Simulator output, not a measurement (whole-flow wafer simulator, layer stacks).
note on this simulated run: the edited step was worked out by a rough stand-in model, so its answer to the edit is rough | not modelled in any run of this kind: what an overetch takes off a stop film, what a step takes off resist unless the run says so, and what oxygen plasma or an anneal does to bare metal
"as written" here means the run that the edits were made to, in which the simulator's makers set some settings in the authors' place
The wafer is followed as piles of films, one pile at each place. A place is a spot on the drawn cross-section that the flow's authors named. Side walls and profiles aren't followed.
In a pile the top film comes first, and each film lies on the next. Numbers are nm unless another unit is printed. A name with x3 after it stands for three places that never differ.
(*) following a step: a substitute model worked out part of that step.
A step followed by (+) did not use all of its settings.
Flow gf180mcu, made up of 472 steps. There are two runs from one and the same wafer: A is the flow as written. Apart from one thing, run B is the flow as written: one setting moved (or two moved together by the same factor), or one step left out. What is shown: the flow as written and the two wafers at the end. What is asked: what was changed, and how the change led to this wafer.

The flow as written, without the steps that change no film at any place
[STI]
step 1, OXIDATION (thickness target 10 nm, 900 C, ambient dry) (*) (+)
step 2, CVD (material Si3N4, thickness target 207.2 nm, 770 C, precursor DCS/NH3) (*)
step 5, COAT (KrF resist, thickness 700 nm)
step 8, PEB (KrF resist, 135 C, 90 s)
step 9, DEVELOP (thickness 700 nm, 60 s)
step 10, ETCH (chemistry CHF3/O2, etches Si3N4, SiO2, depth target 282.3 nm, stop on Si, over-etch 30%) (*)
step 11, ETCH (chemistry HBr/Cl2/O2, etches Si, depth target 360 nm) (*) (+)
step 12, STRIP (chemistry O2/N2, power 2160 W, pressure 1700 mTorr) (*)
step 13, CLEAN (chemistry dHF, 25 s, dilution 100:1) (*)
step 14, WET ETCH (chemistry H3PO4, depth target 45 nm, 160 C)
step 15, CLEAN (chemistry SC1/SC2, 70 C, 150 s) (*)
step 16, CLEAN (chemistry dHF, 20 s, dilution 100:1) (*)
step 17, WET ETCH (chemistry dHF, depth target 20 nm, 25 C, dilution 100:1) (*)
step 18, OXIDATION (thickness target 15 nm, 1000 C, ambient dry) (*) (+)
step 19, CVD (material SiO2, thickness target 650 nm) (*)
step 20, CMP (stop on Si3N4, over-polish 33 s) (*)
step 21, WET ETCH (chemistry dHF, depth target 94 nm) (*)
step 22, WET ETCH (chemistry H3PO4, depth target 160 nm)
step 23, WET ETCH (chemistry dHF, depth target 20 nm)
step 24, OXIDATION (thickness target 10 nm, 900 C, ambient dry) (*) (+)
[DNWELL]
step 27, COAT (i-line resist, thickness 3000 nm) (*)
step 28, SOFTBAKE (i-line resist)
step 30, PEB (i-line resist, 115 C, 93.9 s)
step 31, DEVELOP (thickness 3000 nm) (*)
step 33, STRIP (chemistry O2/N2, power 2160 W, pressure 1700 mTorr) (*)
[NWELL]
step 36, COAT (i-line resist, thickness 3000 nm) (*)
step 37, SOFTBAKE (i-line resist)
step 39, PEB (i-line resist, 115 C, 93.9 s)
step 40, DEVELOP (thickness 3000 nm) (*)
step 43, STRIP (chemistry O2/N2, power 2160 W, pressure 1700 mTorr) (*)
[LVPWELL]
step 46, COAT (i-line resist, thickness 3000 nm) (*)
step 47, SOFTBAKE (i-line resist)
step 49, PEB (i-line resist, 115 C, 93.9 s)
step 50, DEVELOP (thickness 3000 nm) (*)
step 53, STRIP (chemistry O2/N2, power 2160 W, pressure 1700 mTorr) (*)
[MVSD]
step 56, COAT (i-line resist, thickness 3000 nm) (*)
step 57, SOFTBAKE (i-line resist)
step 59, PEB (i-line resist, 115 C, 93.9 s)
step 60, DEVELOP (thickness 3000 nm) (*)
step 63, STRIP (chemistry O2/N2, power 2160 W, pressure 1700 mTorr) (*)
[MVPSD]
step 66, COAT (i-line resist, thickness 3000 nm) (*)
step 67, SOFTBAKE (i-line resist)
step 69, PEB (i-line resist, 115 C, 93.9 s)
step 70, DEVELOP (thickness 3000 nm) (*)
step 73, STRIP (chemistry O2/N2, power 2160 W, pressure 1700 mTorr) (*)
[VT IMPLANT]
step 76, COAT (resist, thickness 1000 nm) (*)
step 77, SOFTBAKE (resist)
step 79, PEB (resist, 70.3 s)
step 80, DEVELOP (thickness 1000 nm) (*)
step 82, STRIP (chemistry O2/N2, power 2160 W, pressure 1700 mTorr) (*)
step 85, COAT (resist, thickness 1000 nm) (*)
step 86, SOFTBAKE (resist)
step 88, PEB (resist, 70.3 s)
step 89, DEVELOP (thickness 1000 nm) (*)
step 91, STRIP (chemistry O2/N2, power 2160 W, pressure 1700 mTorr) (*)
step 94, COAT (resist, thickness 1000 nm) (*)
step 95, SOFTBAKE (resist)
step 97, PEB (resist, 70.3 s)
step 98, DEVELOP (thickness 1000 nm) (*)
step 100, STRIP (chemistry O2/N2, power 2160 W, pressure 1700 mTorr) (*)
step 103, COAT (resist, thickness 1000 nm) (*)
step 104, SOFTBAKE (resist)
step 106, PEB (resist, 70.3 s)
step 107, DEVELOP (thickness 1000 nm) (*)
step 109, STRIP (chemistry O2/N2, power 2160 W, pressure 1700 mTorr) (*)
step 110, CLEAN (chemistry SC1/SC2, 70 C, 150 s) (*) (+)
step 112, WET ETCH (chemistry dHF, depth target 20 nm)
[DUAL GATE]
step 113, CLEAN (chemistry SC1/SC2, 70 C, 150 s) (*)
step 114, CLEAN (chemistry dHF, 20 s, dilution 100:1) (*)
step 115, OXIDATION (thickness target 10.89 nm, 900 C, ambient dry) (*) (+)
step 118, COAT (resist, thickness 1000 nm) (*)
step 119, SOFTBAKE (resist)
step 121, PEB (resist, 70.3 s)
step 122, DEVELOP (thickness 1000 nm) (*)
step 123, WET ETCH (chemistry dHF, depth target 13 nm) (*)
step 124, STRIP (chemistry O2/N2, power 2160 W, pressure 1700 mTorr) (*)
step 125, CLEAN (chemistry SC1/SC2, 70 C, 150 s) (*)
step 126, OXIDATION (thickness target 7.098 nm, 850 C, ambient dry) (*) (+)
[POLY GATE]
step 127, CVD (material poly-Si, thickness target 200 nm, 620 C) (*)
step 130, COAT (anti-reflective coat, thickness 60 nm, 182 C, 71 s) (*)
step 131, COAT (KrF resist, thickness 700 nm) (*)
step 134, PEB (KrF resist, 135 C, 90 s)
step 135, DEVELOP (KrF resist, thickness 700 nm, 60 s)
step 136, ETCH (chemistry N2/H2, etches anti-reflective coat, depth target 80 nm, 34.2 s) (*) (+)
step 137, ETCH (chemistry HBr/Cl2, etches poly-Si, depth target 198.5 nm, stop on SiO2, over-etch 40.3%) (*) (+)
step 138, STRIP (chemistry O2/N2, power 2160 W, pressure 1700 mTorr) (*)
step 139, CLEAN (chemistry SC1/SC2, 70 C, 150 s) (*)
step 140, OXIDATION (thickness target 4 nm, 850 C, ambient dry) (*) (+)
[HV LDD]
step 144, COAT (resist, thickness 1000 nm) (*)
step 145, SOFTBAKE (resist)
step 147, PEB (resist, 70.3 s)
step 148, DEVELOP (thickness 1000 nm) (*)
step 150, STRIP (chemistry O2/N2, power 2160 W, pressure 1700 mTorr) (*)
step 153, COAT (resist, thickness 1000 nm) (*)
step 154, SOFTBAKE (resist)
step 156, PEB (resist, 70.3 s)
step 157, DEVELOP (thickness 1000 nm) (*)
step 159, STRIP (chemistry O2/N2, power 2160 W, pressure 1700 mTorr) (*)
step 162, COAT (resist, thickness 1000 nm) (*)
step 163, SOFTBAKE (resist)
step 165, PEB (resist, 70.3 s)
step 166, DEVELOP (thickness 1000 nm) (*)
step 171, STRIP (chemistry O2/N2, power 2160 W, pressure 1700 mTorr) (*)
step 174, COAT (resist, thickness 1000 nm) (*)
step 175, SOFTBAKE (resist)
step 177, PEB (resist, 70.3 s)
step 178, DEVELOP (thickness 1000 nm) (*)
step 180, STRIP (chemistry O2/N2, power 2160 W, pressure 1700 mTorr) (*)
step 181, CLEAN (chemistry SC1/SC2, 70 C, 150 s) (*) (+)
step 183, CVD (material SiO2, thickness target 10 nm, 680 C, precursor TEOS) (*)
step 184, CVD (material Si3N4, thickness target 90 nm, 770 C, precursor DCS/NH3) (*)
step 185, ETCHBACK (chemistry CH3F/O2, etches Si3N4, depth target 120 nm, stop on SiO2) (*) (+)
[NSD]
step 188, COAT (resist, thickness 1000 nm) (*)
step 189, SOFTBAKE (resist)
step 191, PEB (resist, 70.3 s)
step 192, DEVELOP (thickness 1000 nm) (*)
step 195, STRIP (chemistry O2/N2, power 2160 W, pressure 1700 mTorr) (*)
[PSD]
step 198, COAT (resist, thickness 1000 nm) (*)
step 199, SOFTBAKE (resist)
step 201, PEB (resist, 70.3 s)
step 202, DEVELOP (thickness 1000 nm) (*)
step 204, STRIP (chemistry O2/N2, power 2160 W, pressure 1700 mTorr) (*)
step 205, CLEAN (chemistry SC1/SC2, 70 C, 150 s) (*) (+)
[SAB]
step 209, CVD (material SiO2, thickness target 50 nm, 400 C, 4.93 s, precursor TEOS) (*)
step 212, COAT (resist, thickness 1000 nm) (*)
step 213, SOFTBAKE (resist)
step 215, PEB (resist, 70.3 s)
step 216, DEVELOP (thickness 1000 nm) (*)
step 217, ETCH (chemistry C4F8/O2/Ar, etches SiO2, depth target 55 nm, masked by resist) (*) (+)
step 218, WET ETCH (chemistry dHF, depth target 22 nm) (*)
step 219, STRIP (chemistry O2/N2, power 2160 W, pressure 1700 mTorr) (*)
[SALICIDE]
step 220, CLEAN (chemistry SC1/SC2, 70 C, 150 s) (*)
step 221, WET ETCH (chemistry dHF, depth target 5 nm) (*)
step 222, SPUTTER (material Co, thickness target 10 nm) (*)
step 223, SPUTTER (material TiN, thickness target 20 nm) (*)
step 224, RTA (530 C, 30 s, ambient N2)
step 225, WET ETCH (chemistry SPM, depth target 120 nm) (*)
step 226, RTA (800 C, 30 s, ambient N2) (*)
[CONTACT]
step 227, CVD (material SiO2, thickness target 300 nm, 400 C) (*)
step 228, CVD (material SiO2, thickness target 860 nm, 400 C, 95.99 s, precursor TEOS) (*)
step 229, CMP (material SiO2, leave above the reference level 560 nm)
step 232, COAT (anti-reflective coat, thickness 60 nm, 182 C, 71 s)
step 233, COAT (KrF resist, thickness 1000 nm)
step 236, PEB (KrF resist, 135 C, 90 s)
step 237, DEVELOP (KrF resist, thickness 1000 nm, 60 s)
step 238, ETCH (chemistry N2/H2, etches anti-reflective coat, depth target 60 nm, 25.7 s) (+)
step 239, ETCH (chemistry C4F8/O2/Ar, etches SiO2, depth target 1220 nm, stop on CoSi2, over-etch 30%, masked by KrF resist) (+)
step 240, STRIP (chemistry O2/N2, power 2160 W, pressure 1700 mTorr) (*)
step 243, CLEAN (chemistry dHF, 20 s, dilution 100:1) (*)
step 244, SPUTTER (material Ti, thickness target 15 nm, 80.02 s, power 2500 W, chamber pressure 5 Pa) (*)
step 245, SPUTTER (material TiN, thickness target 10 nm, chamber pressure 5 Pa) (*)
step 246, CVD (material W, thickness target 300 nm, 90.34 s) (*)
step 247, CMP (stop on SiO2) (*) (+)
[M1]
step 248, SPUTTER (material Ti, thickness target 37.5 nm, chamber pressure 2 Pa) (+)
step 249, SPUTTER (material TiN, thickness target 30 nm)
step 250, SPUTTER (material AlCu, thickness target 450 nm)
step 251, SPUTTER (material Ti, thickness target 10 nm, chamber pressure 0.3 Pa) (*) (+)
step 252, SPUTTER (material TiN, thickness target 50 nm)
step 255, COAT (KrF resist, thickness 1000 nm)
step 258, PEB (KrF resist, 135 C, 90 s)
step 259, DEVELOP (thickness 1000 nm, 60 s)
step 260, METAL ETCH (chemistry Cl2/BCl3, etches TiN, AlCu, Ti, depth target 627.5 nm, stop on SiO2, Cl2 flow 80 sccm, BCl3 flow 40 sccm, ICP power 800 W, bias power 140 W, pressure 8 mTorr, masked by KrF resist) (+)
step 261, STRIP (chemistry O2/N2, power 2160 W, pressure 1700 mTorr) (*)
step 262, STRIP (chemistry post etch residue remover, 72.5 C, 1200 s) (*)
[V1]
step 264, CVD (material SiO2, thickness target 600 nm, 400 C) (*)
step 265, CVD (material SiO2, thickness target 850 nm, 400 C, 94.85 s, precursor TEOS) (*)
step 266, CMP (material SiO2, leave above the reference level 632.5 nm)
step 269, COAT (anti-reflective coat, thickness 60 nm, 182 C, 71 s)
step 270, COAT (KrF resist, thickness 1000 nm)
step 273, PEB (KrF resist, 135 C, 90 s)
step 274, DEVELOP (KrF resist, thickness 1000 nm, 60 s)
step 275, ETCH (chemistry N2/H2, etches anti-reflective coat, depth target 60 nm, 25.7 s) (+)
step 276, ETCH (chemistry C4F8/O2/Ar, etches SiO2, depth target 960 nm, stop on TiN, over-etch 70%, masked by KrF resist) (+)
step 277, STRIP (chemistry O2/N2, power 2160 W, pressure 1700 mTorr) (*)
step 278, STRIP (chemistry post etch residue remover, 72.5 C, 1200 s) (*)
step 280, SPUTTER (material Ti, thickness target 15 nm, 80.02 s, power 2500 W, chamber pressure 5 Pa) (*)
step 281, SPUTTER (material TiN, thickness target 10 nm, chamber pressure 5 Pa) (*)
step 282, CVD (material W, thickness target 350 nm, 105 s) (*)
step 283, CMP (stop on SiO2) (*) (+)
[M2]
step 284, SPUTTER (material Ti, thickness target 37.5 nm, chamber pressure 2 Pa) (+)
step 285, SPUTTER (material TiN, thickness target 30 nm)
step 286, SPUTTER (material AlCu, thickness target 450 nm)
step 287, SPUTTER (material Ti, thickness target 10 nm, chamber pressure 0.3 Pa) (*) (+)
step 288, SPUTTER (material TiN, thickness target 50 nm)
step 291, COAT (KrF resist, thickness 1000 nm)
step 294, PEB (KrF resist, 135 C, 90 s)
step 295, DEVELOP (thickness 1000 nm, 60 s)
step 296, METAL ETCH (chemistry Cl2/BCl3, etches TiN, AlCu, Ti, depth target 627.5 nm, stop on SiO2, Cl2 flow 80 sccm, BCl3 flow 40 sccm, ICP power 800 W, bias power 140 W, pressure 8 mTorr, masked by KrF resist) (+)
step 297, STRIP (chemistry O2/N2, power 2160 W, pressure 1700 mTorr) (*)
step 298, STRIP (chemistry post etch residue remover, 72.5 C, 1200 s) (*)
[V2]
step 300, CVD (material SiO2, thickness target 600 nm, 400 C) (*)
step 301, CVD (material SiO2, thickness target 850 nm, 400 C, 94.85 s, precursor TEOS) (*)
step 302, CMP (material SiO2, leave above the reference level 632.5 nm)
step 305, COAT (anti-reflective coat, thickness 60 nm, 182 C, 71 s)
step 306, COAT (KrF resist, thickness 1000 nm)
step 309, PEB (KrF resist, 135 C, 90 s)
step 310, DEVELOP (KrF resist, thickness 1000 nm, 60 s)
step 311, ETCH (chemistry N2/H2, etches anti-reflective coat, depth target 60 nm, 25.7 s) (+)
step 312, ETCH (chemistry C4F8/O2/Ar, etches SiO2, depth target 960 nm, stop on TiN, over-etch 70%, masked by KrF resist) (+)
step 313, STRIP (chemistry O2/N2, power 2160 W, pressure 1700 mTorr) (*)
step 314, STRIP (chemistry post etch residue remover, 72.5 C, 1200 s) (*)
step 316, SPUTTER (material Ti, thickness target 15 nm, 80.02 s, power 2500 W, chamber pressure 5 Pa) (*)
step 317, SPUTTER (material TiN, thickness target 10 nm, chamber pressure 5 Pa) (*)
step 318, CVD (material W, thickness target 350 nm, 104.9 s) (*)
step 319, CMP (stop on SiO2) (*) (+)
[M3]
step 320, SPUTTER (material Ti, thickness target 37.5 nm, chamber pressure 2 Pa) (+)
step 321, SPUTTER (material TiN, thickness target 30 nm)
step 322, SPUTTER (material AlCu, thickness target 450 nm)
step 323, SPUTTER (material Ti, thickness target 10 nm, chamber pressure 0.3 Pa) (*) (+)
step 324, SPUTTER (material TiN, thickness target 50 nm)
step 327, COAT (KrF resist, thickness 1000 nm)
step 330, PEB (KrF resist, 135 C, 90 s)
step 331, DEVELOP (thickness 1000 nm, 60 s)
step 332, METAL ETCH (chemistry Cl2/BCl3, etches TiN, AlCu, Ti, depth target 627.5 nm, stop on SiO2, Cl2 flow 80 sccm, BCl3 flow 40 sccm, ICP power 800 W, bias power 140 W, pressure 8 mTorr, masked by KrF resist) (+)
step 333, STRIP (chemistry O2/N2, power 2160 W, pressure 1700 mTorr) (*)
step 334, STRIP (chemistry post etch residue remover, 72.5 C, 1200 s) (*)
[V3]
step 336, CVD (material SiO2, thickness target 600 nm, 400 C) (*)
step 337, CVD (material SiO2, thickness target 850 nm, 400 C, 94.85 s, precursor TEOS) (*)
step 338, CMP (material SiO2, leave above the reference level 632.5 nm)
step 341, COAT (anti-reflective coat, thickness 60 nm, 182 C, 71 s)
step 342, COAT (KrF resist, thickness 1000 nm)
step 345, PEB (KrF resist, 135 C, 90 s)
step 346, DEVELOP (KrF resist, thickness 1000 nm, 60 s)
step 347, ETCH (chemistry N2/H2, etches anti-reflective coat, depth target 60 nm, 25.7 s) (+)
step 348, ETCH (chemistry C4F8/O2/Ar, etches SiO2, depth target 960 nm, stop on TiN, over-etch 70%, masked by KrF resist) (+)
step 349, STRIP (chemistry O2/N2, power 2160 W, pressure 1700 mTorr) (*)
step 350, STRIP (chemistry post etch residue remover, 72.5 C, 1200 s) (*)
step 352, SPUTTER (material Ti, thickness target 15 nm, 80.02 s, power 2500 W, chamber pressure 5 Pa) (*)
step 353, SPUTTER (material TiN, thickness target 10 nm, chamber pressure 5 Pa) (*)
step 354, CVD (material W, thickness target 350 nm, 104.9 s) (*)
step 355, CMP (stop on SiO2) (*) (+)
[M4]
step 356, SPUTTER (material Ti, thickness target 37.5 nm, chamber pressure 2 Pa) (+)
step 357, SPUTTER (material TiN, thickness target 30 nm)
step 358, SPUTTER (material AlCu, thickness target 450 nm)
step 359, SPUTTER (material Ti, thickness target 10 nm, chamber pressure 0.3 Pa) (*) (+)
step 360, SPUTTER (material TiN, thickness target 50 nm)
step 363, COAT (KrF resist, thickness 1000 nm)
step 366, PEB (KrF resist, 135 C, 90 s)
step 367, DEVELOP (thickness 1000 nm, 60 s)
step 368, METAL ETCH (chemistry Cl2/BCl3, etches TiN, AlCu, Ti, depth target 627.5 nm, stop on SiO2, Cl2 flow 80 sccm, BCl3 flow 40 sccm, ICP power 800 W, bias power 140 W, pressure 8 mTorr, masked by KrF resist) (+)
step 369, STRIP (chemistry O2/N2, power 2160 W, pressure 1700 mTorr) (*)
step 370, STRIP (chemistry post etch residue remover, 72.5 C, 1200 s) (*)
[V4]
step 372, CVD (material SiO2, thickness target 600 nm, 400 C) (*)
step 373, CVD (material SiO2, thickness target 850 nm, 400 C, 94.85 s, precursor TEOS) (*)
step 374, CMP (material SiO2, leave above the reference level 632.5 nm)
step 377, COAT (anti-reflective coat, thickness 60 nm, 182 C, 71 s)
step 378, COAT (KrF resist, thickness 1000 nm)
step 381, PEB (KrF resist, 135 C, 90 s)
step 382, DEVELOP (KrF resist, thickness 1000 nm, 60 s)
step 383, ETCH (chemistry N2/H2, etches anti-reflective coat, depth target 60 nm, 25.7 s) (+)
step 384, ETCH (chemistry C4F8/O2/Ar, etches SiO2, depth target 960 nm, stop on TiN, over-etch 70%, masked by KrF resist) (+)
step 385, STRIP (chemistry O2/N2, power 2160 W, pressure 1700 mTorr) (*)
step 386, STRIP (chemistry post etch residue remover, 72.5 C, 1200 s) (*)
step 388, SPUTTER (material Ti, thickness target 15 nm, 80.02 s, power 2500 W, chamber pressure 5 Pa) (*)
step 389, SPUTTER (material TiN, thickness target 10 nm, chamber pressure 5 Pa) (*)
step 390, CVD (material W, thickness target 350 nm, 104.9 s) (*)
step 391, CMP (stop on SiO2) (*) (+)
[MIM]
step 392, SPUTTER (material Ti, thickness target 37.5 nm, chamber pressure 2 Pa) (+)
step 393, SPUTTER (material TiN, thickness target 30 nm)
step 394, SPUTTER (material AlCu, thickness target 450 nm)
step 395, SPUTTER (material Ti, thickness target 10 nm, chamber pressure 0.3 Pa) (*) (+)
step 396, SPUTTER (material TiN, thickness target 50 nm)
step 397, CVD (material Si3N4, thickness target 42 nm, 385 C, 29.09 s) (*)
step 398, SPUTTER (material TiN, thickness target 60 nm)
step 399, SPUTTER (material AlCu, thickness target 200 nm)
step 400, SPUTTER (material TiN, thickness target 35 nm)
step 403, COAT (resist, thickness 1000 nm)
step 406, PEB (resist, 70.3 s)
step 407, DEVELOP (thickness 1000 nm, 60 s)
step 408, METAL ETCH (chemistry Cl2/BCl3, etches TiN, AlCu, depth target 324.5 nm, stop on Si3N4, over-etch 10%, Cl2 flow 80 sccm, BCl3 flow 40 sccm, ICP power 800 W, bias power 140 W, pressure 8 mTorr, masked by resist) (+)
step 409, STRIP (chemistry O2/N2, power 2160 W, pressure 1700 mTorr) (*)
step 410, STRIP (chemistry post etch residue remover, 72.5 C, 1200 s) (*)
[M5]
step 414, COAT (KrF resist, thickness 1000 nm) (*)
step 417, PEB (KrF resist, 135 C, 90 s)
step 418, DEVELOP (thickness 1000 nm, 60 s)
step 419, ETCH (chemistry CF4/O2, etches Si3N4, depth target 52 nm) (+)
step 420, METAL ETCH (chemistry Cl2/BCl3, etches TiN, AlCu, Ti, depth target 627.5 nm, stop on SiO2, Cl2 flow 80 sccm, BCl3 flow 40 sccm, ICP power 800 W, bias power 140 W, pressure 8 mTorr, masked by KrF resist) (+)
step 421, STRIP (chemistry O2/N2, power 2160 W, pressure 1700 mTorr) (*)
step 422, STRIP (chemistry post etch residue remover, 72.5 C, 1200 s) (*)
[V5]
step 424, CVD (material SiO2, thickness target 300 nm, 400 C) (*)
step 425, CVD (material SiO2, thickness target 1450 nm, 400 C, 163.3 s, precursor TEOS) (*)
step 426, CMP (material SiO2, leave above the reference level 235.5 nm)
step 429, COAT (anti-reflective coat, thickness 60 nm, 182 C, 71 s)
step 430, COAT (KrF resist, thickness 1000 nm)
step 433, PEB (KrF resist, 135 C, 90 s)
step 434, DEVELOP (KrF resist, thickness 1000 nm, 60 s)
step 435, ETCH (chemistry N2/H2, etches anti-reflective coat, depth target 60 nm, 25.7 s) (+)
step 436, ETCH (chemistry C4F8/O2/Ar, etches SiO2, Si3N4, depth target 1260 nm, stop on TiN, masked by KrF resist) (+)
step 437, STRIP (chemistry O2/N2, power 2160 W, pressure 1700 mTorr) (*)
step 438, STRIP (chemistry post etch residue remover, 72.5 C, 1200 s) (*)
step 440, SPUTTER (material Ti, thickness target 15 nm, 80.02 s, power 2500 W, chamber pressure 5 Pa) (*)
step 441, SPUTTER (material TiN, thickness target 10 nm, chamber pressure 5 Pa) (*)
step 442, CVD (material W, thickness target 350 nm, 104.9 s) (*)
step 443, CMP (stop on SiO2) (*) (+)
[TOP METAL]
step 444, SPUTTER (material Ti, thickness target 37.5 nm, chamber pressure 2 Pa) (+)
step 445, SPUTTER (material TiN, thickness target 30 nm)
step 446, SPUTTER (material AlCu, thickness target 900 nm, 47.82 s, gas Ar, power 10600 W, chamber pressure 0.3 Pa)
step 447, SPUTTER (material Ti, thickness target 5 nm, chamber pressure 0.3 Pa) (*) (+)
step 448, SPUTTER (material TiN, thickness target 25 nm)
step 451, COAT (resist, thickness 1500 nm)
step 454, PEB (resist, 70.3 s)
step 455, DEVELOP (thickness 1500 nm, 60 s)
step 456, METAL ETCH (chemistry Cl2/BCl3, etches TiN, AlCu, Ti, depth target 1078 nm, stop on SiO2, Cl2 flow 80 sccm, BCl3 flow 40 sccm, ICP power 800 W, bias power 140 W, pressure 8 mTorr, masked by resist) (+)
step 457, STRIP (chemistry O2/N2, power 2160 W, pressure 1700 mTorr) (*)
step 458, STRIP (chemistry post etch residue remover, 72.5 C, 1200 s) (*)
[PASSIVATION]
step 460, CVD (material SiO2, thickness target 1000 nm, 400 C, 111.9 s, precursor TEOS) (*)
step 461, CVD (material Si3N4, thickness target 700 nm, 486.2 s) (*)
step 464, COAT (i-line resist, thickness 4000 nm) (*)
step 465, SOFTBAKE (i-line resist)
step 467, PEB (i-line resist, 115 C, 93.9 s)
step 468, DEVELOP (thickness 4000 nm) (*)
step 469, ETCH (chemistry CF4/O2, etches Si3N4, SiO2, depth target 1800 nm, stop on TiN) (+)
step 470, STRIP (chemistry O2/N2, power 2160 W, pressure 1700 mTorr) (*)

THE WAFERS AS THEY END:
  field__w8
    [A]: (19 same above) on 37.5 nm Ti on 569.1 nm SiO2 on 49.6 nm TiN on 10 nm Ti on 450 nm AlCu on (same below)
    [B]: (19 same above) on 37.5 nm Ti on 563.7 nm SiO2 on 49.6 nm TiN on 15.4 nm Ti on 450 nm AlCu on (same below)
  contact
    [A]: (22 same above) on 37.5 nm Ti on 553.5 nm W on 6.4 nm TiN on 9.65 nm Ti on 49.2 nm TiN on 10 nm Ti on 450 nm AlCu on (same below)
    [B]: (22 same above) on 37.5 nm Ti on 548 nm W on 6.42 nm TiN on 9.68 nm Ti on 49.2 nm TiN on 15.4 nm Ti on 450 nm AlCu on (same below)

Cause: step 323, SPUTTER: thickness target 15.4 nm was run, though the flow has thickness target 10 nm.
One can read it off the wafer: field__w8 has Ti 15.4, and step 323 as written asks for 10 nm.

How this came from the change, step by step:
  step 323, SPUTTER (material Ti, thickness target 10 nm, chamber pressure 0.3 Pa) (*) (+)
      field, field__w1, field__w2 and 108 more: A +10 Ti (new film) | B +15.4 Ti (new film)
  step 332, METAL ETCH (chemistry Cl2/BCl3, etches TiN, AlCu, Ti, depth target 627.5 nm, stop on SiO2, Cl2 flow 80 sccm, BCl3 flow 40 sccm, ICP power 800 W, bias power 140 W, pressure 8 mTorr, masked by KrF resist) (+)
      field, field__w1, field__w2 and 103 more: A -50 TiN (all of it), -10 Ti (all of it), -450 AlCu (all of it), -30 TiN (all of it), -37.5 Ti (all of it) | B -50 TiN (all of it), -15.4 Ti (all of it), -450 AlCu (all of it), -30 TiN (all of it), -37.5 Ti (all of it)
